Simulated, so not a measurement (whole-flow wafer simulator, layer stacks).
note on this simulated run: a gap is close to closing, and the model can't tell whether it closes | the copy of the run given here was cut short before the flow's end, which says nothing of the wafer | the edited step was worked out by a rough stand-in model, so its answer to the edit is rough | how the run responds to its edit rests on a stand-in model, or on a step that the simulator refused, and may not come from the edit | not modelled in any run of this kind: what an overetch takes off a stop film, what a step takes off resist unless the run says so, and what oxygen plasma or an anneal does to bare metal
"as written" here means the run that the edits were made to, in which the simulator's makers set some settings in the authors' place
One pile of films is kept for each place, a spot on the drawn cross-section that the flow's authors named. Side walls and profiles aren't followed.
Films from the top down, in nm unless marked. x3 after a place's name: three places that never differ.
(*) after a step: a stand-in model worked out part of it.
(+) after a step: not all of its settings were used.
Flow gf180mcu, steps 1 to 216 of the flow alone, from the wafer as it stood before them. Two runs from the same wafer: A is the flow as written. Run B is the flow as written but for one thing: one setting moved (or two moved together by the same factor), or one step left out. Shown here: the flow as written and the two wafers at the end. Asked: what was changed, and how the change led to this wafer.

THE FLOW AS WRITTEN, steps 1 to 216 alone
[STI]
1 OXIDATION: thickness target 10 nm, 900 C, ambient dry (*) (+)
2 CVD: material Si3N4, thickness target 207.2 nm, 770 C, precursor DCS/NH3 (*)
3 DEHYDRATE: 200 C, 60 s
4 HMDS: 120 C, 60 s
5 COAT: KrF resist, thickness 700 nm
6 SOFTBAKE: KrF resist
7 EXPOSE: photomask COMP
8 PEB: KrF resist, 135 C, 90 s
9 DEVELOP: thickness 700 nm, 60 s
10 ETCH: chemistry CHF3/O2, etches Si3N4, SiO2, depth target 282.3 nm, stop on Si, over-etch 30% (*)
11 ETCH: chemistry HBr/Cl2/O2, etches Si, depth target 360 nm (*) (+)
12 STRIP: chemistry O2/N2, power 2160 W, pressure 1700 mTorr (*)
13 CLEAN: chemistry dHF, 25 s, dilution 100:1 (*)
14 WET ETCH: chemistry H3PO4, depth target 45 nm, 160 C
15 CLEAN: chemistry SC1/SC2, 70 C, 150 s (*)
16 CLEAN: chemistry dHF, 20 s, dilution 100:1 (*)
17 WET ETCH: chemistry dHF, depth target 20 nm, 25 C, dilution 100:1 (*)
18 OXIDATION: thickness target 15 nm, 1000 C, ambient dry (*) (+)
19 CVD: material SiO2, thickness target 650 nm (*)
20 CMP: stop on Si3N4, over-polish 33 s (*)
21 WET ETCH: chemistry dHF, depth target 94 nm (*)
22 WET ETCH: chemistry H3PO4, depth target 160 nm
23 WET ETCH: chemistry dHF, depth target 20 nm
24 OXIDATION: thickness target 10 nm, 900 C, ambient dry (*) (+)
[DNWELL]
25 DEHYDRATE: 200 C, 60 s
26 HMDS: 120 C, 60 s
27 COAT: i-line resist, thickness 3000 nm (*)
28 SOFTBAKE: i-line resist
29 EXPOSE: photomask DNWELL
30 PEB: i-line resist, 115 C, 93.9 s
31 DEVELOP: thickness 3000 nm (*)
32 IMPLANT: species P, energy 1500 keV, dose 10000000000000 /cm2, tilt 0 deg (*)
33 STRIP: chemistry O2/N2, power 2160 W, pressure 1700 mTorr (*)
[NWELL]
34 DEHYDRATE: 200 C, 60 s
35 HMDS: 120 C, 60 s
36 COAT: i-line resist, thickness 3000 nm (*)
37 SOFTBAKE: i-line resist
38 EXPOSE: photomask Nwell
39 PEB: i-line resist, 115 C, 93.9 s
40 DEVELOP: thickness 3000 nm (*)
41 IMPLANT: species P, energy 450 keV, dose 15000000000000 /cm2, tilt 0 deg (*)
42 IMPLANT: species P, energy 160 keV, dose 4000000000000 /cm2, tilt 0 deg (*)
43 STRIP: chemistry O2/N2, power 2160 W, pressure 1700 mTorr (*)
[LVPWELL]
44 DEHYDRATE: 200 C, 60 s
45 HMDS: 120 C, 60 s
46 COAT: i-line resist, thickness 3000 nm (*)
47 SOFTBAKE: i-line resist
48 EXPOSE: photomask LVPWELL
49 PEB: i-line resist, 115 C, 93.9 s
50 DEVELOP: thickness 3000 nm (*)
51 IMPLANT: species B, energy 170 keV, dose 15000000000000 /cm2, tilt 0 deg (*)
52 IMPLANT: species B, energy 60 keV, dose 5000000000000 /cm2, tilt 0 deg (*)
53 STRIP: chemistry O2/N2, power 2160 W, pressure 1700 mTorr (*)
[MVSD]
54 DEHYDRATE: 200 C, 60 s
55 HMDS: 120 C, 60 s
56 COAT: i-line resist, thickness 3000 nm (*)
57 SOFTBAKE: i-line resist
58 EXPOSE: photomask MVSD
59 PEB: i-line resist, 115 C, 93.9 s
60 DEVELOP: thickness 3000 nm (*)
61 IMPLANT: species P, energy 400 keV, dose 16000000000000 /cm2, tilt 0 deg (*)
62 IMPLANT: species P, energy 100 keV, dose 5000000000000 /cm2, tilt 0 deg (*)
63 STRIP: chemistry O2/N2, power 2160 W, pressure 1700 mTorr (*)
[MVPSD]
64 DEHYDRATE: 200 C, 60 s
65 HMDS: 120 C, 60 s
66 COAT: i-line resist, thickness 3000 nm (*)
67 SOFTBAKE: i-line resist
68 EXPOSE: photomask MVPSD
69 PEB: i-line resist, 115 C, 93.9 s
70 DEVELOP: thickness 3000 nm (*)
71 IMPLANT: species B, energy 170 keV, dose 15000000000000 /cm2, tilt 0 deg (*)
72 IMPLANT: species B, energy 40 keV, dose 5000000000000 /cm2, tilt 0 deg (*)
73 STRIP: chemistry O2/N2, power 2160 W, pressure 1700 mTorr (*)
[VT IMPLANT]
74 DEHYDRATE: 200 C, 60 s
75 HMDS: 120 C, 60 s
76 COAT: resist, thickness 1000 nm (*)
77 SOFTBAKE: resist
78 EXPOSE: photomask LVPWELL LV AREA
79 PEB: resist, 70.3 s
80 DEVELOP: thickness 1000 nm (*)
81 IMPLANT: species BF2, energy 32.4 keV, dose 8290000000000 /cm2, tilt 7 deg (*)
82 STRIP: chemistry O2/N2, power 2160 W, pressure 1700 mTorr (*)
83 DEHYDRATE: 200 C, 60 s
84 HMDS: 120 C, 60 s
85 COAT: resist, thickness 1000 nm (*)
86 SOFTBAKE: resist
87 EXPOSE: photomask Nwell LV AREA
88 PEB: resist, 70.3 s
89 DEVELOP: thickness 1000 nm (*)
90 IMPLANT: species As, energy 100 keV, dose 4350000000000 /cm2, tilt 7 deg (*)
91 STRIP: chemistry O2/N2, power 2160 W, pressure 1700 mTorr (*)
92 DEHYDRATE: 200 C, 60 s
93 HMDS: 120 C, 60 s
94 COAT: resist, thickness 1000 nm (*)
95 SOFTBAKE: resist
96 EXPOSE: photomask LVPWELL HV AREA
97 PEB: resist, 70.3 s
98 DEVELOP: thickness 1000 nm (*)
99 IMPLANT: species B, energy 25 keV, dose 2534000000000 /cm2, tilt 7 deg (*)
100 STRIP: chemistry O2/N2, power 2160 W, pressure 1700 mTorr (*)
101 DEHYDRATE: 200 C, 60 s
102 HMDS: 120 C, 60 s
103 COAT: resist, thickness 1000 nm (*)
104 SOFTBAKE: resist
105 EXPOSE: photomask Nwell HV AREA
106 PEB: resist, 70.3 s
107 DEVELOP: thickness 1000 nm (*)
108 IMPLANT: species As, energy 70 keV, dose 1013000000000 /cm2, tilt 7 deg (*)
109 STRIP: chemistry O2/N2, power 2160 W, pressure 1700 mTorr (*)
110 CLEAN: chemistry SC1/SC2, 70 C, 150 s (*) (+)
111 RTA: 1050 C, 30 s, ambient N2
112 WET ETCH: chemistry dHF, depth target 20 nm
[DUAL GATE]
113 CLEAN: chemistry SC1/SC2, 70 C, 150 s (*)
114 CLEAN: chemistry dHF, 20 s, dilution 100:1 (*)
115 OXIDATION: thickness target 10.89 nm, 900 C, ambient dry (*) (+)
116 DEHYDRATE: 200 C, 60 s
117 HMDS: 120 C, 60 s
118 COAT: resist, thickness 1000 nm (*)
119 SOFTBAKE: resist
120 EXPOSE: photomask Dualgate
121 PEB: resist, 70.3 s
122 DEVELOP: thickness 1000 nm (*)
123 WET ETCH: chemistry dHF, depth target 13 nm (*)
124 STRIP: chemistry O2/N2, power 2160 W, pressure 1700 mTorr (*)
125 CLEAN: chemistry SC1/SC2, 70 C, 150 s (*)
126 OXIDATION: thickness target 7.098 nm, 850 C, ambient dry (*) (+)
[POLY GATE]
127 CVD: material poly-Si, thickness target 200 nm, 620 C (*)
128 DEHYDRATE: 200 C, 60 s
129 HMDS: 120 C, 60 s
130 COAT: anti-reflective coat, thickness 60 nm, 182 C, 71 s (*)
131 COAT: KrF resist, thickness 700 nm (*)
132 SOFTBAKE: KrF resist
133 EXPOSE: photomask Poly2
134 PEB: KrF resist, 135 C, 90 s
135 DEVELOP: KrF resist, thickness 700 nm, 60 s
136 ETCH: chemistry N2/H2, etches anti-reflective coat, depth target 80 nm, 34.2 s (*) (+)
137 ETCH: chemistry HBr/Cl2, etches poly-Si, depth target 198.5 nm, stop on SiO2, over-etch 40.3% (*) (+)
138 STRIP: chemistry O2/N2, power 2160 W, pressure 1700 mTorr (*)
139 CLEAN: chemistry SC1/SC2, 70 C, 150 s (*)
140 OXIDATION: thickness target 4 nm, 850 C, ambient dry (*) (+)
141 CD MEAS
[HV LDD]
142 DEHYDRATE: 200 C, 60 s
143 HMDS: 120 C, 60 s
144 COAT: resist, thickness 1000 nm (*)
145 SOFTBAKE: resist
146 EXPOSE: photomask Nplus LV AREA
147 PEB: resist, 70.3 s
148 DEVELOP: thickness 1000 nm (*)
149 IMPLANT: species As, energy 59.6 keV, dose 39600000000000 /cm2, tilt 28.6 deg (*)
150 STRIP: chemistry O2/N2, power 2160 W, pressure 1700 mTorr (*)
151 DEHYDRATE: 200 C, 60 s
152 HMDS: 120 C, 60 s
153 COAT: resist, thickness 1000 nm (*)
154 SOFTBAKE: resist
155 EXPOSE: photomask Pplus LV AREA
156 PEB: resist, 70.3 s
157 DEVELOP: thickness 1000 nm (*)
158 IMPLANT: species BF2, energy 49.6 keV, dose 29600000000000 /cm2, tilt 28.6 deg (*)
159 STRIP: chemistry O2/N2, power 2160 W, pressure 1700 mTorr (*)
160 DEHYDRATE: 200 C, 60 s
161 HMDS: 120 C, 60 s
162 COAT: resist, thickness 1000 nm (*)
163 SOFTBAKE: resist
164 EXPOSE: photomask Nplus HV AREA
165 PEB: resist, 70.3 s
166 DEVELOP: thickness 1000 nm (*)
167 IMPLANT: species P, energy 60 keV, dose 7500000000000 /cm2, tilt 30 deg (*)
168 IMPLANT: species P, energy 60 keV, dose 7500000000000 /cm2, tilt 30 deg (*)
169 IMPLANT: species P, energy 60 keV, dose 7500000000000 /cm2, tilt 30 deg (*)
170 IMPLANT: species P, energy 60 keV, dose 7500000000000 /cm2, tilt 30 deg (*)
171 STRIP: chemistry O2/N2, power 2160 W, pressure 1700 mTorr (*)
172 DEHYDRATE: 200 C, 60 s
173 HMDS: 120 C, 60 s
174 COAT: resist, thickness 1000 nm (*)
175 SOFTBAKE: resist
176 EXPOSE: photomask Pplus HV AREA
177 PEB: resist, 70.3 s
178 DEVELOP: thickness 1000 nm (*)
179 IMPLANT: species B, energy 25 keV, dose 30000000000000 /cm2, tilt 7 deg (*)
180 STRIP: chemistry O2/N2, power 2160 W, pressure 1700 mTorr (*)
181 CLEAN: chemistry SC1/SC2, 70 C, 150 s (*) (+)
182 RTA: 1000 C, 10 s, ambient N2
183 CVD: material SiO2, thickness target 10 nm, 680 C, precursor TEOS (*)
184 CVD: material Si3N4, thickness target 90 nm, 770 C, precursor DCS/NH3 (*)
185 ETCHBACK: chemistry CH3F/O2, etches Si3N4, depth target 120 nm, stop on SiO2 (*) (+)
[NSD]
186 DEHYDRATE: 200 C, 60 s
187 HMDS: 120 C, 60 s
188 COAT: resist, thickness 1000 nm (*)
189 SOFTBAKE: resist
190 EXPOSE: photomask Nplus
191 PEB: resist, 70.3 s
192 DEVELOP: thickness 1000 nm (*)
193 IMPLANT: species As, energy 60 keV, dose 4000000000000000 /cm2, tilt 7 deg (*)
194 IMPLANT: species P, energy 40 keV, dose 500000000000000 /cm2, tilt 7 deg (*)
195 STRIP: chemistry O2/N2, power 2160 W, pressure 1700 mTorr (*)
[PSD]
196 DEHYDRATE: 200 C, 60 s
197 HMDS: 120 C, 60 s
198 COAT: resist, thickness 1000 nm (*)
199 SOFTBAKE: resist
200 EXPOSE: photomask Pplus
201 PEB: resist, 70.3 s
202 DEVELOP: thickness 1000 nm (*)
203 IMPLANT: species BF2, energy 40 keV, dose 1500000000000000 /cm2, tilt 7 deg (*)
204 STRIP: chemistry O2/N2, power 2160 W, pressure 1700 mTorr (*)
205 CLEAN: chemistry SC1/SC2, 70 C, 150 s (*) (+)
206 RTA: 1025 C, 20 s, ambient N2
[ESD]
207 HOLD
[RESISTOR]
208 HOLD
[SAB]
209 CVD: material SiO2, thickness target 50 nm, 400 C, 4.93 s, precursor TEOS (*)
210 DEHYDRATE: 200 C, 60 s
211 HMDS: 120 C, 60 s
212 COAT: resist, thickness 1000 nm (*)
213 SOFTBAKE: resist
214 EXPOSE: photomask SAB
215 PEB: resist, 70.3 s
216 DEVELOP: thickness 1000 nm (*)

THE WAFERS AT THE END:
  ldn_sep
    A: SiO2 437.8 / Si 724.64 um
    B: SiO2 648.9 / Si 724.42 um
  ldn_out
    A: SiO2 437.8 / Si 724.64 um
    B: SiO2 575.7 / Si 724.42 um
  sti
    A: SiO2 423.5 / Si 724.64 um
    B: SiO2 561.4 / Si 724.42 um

The cause: step 11, ETCH: depth target 572 nm was run, where the flow has depth target 360 nm.

How the change led to this, step by step:
  11 ETCH: chemistry HBr/Cl2/O2, etches Si, depth target 360 nm (*) (+)
      active, n_well, p_well and 40 more: A KrF resist -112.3 | B KrF resist -183
      field, field_sub, sti and 34 more: A Si -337 | B Si -549
  12 STRIP: chemistry O2/N2, power 2160 W, pressure 1700 mTorr (*)
      active, n_well, p_well and 40 more: A KrF resist -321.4 (all of it) | B KrF resist -250.7 (all of it)
  19 CVD: material SiO2, thickness target 650 nm (*)
      m1, ld_fp_n, ld_drift_n and 8 more: A SiO2 +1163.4 | B SiO2 +1375.4
  20 CMP: stop on Si3N4, over-polish 33 s (*)
      sti, mim_1p0 x3, iso_nw_fld and 9 more: A SiO2 -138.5 | B nothing
      nw_enc_fld, nw_enc_fld_lv: A SiO2 -142.5 | B nothing
      (and at 10 more places)
  27 COAT: i-line resist, thickness 3000 nm (*)
      p_well, spacer, sd_n: A i-line resist +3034 (new film) | B i-line resist +2967.9 (new film)
      ldp_gr: A i-line resist +3036.5 (new film) | B i-line resist +2971.8 (new film)
  28 SOFTBAKE: i-line resist
      field: A i-line resist +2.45 | B i-line resist -2.32
      field_sub: A i-line resist +1.87 | B i-line resist -1.61
      (and at 67 more places)
  30 PEB: i-line resist, 115 C, 93.9 s
      p_well, spacer, sd_n, iso_ptap_pw, iso_ntap_nw, vpnp_e: A i-line resist -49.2 | B i-line resist -48.2
      ldp_gr: A i-line resist -49.3 | B i-line resist -48.3
  33 STRIP: chemistry O2/N2, power 2160 W, pressure 1700 mTorr (*)
      p_well, spacer, sd_n: A i-line resist -2984.7 (all of it) | B i-line resist -2919.7 (all of it)
      iso_ptap_pw, iso_ntap_nw, vpnp_e: A i-line resist -2984.6 (all of it) | B i-line resist -2920.9 (all of it)
  36 COAT: i-line resist, thickness 3000 nm (*)
      p_well, spacer, sd_n: A i-line resist +3034 (new film) | B i-line resist +2967.9 (new film)
      ldp_gr: A i-line resist +3036.5 (new film) | B i-line resist +2971.8 (new film)
  37 SOFTBAKE: i-line resist
      field: A i-line resist +2.45 | B i-line resist -2.32
      field_sub: A i-line resist +1.87 | B i-line resist -1.61
      (and at 67 more places)
  39 PEB: i-line resist, 115 C, 93.9 s
      p_well, spacer, sd_n, iso_ptap_pw, iso_ntap_nw, vpnp_e: A i-line resist -49.2 | B i-line resist -48.2
      ldp_gr: A i-line resist -49.3 | B i-line resist -48.3
  40 DEVELOP: thickness 3000 nm (*)
      iso_ntap_nw: A i-line resist -2984.6 (all of it) | B i-line resist -2920.9 (all of it)
      vpnp_e: A i-line resist -2984.6 (all of it) | B i-line resist -2921 (all of it)
  43 STRIP: chemistry O2/N2, power 2160 W, pressure 1700 mTorr (*)
      p_well, spacer, sd_n: A i-line resist -2984.7 (all of it) | B i-line resist -2919.7 (all of it)
      iso_ptap_pw: A i-line resist -2984.6 (all of it) | B i-line resist -2920.9 (all of it)
  46 COAT: i-line resist, thickness 3000 nm (*)
      p_well, spacer, sd_n: A i-line resist +3034 (new film) | B i-line resist +2967.9 (new film)
      ldp_gr: A i-line resist +3036.5 (new film) | B i-line resist +2971.8 (new film)
  47 SOFTBAKE: i-line resist
      field: A i-line resist +2.45 | B i-line resist -2.32
      field_sub: A i-line resist +1.87 | B i-line resist -1.61
      (and at 67 more places)
  49 PEB: i-line resist, 115 C, 93.9 s
      p_well, spacer, sd_n, iso_ptap_pw, iso_ntap_nw, vpnp_e: A i-line resist -49.2 | B i-line resist -48.2
      ldp_gr: A i-line resist -49.3 | B i-line resist -48.3
  ... 75 more steps ...
  216 DEVELOP: thickness 1000 nm (*)
      p_well, sd_n: A resist -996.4 (all of it) | B resist -930.2 (all of it)
      field__w1: A resist -1017.5 (all of it) | B resist -1050.7 (all of it)
      (and at 67 more places)
